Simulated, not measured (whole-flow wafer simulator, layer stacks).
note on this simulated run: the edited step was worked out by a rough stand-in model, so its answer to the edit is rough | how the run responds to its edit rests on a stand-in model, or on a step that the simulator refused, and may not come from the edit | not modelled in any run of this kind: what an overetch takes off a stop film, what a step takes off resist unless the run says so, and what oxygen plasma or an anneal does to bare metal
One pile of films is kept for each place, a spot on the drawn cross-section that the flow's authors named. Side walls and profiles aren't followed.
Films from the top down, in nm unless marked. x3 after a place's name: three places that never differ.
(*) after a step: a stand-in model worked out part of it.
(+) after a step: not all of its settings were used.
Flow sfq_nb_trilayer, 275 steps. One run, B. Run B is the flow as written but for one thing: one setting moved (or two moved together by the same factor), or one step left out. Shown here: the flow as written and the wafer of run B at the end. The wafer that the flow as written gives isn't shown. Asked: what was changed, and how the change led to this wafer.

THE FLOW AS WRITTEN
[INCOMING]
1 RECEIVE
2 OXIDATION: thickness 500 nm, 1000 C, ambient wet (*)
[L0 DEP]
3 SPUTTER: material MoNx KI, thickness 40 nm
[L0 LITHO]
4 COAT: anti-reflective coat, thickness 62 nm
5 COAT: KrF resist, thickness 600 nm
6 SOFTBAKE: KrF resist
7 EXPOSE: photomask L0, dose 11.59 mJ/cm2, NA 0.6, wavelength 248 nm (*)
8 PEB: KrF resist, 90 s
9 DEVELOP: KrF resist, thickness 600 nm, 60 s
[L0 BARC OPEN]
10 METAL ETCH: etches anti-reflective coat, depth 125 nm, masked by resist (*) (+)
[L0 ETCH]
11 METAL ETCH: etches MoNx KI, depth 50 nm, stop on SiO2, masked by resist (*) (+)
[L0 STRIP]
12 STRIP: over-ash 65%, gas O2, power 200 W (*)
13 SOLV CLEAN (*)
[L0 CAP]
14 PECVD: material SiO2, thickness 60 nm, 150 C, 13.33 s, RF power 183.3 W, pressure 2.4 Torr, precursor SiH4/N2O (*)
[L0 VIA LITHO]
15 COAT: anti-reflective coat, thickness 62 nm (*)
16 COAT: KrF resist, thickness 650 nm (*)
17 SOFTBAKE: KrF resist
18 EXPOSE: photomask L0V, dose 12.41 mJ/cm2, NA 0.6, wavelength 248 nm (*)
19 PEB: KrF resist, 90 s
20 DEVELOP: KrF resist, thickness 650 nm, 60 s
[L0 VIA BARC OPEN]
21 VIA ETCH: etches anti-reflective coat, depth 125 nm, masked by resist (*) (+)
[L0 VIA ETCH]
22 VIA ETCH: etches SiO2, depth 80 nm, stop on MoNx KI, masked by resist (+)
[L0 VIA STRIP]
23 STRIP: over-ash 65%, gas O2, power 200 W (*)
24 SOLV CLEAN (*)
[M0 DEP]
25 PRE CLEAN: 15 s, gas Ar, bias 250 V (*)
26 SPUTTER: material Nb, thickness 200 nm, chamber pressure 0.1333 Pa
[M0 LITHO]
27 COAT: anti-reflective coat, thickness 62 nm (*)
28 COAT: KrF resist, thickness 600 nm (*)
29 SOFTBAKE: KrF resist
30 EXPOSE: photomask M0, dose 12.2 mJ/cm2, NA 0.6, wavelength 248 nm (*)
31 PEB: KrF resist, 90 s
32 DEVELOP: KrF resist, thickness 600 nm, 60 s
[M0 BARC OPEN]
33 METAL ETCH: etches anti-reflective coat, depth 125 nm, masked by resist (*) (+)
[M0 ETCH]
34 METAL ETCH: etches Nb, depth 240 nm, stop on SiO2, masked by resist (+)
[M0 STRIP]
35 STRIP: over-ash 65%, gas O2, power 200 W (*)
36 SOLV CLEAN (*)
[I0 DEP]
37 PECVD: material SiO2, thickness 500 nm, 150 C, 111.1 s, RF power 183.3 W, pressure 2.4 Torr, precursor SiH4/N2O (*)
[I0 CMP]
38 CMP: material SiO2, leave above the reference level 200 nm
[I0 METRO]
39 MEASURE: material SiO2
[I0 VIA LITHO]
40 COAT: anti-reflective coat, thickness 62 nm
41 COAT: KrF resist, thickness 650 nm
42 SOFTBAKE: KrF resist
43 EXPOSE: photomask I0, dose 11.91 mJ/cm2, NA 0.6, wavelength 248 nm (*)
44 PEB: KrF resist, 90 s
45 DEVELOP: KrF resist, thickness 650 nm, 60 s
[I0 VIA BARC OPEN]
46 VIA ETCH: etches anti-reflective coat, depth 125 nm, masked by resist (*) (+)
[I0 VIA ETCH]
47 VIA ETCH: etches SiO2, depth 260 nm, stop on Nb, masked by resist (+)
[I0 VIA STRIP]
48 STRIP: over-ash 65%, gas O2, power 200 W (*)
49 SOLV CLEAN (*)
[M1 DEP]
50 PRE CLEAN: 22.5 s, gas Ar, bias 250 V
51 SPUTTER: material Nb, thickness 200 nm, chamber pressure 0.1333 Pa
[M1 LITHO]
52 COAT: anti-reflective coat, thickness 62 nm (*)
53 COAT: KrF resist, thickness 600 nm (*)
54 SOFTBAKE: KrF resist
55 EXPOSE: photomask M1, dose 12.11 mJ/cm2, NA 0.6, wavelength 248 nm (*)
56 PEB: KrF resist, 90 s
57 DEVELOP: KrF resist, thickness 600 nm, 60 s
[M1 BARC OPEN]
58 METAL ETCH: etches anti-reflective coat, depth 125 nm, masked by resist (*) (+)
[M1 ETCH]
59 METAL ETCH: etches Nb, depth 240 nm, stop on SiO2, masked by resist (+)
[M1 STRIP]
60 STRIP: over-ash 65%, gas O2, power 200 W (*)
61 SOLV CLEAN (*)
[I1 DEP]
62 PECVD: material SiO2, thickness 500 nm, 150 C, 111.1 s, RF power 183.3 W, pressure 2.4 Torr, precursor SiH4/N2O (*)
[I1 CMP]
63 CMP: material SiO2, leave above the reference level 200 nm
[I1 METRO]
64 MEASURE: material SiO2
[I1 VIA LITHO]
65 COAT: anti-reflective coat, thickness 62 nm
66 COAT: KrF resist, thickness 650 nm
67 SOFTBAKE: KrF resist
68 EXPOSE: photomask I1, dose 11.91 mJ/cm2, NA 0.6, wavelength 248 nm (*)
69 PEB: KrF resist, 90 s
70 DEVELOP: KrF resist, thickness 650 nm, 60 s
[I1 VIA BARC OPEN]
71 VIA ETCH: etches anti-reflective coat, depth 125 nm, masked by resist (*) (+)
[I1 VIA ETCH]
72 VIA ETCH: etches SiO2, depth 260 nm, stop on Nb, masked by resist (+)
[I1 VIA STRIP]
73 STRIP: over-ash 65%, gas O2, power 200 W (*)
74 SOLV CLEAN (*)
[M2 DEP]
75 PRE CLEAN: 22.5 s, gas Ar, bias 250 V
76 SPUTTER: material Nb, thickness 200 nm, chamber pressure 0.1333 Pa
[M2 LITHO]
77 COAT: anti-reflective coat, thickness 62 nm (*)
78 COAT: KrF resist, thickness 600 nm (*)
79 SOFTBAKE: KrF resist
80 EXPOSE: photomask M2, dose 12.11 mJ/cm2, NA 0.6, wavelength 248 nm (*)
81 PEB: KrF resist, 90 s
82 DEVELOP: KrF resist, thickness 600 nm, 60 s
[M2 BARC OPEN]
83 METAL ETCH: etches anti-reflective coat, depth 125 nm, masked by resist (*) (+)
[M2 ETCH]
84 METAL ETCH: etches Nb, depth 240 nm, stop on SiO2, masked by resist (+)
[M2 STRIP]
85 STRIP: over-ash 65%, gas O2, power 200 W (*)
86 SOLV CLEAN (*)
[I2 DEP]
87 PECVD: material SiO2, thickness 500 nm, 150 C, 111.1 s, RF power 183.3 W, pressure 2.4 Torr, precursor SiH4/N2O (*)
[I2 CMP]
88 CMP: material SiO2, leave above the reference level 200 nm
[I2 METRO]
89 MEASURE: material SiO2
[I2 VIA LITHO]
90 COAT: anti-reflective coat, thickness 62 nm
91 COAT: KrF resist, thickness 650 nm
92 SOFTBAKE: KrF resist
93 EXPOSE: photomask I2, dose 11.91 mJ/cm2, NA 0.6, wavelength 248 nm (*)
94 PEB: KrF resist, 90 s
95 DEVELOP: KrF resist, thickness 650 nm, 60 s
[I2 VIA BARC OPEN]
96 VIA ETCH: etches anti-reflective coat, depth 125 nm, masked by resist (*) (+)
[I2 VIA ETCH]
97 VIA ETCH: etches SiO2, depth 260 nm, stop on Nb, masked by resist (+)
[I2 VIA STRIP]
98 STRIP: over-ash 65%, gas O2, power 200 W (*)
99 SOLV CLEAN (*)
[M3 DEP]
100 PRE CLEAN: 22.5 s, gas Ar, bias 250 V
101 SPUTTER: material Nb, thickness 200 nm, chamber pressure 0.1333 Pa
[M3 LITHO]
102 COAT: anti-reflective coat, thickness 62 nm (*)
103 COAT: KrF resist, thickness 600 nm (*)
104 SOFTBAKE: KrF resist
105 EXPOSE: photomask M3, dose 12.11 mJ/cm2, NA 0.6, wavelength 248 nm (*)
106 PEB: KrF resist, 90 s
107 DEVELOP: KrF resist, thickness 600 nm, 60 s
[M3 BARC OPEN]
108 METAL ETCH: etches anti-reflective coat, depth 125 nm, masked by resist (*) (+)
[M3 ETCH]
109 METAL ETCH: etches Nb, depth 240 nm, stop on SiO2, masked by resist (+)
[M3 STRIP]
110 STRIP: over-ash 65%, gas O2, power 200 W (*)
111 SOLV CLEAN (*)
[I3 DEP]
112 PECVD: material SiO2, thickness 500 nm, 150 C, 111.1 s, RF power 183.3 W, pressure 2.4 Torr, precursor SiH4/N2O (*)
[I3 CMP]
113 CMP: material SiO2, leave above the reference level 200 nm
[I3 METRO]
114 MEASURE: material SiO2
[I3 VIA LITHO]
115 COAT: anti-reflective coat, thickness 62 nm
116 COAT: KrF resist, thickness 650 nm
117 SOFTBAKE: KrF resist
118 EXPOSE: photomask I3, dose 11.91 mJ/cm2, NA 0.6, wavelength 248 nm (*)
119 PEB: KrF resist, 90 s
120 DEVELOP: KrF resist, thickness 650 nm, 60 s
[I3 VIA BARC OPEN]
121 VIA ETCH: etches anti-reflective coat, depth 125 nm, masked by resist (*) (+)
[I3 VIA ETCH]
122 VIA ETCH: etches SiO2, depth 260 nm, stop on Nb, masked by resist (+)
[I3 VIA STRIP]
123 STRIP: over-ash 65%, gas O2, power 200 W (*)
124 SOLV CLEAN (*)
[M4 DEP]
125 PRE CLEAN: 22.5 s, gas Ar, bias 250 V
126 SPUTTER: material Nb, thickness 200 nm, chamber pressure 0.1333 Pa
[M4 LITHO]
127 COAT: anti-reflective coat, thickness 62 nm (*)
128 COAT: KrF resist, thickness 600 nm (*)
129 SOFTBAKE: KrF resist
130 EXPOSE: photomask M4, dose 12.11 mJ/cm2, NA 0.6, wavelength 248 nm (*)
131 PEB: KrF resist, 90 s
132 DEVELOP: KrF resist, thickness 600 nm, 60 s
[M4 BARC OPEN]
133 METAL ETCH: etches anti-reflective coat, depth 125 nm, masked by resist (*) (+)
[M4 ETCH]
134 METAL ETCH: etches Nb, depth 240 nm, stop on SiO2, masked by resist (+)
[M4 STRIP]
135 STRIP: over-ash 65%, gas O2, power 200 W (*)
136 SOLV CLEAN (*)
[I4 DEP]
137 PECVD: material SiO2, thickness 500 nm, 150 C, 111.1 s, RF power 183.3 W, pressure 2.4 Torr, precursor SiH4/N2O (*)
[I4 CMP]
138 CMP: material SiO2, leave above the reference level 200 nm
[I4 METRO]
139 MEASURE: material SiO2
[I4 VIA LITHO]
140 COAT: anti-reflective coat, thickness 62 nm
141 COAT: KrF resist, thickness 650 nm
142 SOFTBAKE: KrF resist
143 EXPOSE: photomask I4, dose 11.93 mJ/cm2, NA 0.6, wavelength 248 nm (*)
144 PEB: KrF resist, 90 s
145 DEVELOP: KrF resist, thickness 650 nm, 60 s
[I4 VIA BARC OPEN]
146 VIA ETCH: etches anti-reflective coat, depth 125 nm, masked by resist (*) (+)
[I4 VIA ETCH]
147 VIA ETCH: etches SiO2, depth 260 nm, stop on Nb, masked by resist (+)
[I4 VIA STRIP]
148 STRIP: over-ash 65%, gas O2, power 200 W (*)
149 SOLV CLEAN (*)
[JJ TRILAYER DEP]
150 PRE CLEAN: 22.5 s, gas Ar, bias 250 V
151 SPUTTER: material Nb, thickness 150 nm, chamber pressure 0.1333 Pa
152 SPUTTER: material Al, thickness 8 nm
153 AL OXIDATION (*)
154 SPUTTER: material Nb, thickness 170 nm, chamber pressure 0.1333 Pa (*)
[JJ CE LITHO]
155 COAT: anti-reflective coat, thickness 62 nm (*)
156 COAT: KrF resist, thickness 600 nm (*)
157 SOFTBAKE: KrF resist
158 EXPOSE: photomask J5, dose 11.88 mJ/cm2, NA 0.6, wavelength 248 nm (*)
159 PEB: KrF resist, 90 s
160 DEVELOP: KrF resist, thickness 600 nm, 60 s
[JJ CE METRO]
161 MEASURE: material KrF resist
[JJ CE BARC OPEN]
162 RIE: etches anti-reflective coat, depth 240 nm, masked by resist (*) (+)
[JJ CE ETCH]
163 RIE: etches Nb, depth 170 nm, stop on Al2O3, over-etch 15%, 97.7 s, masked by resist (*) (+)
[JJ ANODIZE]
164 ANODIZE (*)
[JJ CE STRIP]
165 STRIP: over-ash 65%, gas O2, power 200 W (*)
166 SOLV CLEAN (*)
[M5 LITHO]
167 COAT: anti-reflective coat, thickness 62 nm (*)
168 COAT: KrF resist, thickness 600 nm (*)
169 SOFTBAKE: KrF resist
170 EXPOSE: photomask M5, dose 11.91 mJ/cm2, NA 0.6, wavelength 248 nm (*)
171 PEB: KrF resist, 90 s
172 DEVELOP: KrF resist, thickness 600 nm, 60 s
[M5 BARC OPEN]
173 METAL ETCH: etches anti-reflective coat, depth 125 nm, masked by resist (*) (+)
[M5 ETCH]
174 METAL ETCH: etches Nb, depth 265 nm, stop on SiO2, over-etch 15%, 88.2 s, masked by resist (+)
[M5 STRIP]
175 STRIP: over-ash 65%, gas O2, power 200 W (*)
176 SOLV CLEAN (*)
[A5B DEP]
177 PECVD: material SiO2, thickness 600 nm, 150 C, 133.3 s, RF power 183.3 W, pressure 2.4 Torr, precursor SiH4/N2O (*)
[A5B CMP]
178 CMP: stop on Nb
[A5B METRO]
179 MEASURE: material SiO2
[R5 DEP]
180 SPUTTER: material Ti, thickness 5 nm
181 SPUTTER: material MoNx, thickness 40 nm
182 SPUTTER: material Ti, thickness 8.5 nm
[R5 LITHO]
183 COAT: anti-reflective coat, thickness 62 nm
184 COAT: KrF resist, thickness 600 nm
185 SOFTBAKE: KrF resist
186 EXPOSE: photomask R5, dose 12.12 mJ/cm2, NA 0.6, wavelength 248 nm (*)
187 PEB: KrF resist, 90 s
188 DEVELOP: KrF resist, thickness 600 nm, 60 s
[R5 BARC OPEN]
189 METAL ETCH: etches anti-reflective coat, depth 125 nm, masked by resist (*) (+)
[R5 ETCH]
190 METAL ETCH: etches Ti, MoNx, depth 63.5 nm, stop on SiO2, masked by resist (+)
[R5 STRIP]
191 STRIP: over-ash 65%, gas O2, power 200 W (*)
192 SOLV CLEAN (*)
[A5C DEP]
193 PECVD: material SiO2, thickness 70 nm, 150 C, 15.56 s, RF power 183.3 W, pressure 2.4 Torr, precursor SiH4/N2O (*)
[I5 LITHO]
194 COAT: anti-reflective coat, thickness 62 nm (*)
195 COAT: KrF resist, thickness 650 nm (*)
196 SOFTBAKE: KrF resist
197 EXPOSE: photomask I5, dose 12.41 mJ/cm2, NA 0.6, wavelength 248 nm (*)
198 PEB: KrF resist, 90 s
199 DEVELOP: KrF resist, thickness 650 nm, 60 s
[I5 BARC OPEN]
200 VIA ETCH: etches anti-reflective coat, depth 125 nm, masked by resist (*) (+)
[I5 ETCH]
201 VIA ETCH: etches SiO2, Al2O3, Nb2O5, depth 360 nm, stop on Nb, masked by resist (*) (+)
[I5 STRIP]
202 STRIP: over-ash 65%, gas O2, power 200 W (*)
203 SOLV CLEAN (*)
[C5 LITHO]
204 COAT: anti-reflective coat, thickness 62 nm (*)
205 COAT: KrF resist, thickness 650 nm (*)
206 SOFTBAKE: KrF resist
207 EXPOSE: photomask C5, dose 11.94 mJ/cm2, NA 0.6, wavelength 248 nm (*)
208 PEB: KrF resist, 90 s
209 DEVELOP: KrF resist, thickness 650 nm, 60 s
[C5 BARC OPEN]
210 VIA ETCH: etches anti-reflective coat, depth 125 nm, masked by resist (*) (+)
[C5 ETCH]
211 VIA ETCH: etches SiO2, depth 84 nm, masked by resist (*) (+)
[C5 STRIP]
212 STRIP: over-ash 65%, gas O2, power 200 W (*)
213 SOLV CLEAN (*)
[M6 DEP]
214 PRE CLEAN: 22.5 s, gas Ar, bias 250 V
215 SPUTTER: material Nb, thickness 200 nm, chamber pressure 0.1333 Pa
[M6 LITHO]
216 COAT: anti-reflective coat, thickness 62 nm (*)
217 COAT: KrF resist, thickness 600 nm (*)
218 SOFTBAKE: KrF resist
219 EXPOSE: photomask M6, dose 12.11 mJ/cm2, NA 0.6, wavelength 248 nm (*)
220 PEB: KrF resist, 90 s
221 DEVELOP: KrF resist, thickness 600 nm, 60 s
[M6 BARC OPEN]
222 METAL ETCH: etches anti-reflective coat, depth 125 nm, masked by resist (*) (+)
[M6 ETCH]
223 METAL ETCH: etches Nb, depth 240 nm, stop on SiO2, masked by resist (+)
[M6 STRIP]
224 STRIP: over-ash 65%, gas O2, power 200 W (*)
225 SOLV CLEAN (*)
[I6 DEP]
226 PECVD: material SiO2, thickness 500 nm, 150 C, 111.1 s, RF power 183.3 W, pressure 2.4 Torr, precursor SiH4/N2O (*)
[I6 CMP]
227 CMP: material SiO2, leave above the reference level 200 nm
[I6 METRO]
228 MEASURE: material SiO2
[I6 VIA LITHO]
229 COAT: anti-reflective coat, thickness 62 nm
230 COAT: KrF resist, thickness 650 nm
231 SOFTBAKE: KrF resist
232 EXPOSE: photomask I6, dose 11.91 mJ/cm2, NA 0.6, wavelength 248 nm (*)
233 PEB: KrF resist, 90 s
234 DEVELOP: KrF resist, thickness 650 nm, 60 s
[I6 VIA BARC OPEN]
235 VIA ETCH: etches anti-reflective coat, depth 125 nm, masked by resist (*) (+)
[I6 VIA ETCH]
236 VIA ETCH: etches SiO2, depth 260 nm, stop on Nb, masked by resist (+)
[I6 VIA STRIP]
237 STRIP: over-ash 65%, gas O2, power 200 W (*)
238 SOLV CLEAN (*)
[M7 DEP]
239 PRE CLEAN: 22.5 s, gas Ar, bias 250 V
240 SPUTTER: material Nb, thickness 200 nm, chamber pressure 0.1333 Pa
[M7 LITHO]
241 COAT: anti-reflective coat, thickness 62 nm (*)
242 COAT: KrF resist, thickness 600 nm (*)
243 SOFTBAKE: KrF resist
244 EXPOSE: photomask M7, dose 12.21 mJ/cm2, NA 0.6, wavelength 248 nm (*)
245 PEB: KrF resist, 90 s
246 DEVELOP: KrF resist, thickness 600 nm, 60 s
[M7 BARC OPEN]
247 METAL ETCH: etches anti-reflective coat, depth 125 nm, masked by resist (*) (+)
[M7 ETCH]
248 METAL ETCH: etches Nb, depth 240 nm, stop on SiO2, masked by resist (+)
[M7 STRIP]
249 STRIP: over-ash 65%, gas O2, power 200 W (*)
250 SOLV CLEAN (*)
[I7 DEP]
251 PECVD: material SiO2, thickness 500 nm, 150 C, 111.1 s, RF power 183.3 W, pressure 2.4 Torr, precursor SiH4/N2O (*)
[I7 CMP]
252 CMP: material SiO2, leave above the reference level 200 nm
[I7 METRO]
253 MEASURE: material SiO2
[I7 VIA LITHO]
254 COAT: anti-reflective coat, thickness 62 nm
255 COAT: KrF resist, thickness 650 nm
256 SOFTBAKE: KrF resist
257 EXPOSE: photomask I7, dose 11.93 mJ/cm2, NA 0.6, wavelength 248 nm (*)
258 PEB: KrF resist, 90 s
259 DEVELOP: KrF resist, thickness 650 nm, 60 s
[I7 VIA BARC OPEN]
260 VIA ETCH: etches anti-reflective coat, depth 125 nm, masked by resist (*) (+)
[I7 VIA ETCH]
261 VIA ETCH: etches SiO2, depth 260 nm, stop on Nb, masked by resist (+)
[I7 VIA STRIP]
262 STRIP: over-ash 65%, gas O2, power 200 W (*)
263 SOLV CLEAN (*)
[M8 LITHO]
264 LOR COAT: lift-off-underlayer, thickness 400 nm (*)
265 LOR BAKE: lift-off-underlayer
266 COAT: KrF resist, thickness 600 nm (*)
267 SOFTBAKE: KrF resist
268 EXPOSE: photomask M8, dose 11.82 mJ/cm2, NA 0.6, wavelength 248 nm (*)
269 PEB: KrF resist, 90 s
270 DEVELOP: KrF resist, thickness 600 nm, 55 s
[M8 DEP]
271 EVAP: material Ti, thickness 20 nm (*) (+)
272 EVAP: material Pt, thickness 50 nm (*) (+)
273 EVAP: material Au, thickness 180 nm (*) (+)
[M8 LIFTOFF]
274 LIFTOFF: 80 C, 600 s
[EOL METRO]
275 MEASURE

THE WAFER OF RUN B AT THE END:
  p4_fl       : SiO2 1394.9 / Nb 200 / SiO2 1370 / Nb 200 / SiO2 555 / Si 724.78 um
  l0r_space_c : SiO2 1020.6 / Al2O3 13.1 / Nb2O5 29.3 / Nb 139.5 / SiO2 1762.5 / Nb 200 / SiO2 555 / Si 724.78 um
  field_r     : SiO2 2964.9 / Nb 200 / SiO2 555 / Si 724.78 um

The cause: step 154, SPUTTER: thickness 189 nm was run, where the flow has thickness 170 nm.

How the change led to this, step by step:
  154 SPUTTER: material Nb, thickness 170 nm, chamber pressure 0.1333 Pa (*)
      field_l, v_sur, via_sp and 100 more: Nb +189 (new film) (as written it would be: Nb +170 (new film))
      via_wl, via_wr: Nb +156.6 (new film) (as written it would be: Nb +140.7 (new film))
      (and at 1 more place)
  155 COAT: anti-reflective coat, thickness 62 nm (*)
      via_wl, via_wr: anti-reflective coat +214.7 (new film) (as written it would be: anti-reflective coat +209.4 (new film))
  162 RIE: etches anti-reflective coat, depth 240 nm, masked by resist (*) (+)
      ce_l, c5j, ce_r, wl_jj: KrF resist -214.7 (as written it would be: KrF resist -209.4)
      via_wl, via_wr: anti-reflective coat -214.7 (all of it) (as written it would be: anti-reflective coat -209.4 (all of it))
  163 RIE: etches Nb, depth 170 nm, stop on Al2O3, over-etch 15%, 97.7 s, masked by resist (*) (+)
      field_l, v_sur, via_sp and 96 more: Nb -189 (all of it), Al2O3 -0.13 (as written it would be: Nb -170 (all of it), Al2O3 -0.51)
      via_wl, via_wr: Nb -156.6 (all of it), Al2O3 -0.96 (all of it) (as written it would be: Nb -140.7 (all of it), Al2O3 -0.96 (all of it))
      (and at 1 more place)
  164 ANODIZE (*)
      field_l, v_sur, via_sp and 96 more: Al2O3 +12.2, Nb2O5 +29.3 (new film), Al -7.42 (all of it), Nb -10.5 (as written it would be: Al2O3 +12.2, Nb2O5 +29.9 (new film), Al -7.42 (all of it), Nb -10.8)
  165 STRIP: over-ash 65%, gas O2, power 200 W (*)
      ce_l: KrF resist -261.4 (all of it), anti-reflective coat -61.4 (all of it) (as written it would be: KrF resist -266.8 (all of it), anti-reflective coat -61.4 (all of it))
      c5j: KrF resist -261.5 (all of it), anti-reflective coat -61.5 (all of it) (as written it would be: KrF resist -266.9 (all of it), anti-reflective coat -61.5 (all of it))
  167 COAT: anti-reflective coat, thickness 62 nm (*)
      wl_j_sl, wl_j_sr: anti-reflective coat +85.9 (new film) (as written it would be: anti-reflective coat +83.3 (new film))
      jj_sur: anti-reflective coat +84.9 (new film) (as written it would be: anti-reflective coat +82.6 (new film))
      (and at 5 more places)
  168 COAT: KrF resist, thickness 600 nm (*)
      ce_l: KrF resist +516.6 (new film) (as written it would be: KrF resist +528.3 (new film))
      c5j: KrF resist +497 (new film) (as written it would be: KrF resist +507.6 (new film))
      (and at 2 more places)
  174 METAL ETCH: etches Nb, depth 265 nm, stop on SiO2, over-etch 15%, 88.2 s, masked by resist (+)
      field_l, r_sur, res and 50 more: Al2O3 -13 (all of it), Nb2O5 -29.3 (all of it), Nb -139.5 (all of it), SiO2 -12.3 (as written it would be: Al2O3 -12.6 (all of it), Nb2O5 -29.9 (all of it), Nb -139.2 (all of it), SiO2 -12.3)
  175 STRIP: over-ash 65%, gas O2, power 200 W (*)
      jj_sur: KrF resist -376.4 (all of it), anti-reflective coat -84.9 (all of it) (as written it would be: KrF resist -374.7 (all of it), anti-reflective coat -82.6 (all of it))
      ce_l: KrF resist -288 (all of it), anti-reflective coat -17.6 (all of it) (as written it would be: KrF resist -299.6 (all of it), anti-reflective coat -19.6 (all of it))
      (and at 6 more places)
  178 CMP: stop on Nb
      v_sur, via_sp, via_v and 43 more: SiO2 -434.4 (as written it would be: SiO2 -453.5)
      field_l, p4_fl, p4_fm and 39 more: SiO2 -240.3 (as written it would be: SiO2 -259.3)
      (and at 14 more places)
  201 VIA ETCH: etches SiO2, Al2O3, Nb2O5, depth 360 nm, stop on Nb, masked by resist (*) (+)
      be: SiO2 -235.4 (all of it), Al2O3 -13.1 (all of it), Nb2O5 -29.3 (all of it) (as written it would be: SiO2 -216.4 (all of it), Al2O3 -12.7 (all of it), Nb2O5 -29.9 (all of it))
  204 COAT: anti-reflective coat, thickness 62 nm (*)
      be: anti-reflective coat +125 (new film) (as written it would be: anti-reflective coat +122.2 (new film))
  212 STRIP: over-ash 65%, gas O2, power 200 W (*)
      be: KrF resist -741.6 (all of it), anti-reflective coat -125 (all of it) (as written it would be: KrF resist -728.2 (all of it), anti-reflective coat -122.2 (all of it))
  215 SPUTTER: material Nb, thickness 200 nm, chamber pressure 0.1333 Pa
      be: Nb +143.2 (as written it would be: Nb +147.3)
  216 COAT: anti-reflective coat, thickness 62 nm (*)
      be: anti-reflective coat +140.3 (new film) (as written it would be: anti-reflective coat +136.7 (new film))
  ... 1 more step ...
  226 PECVD: material SiO2, thickness 500 nm, 150 C, 111.1 s, RF power 183.3 W, pressure 2.4 Torr, precursor SiH4/N2O (*)
      be: SiO2 +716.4 (new film) (as written it would be: SiO2 +693.5 (new film))
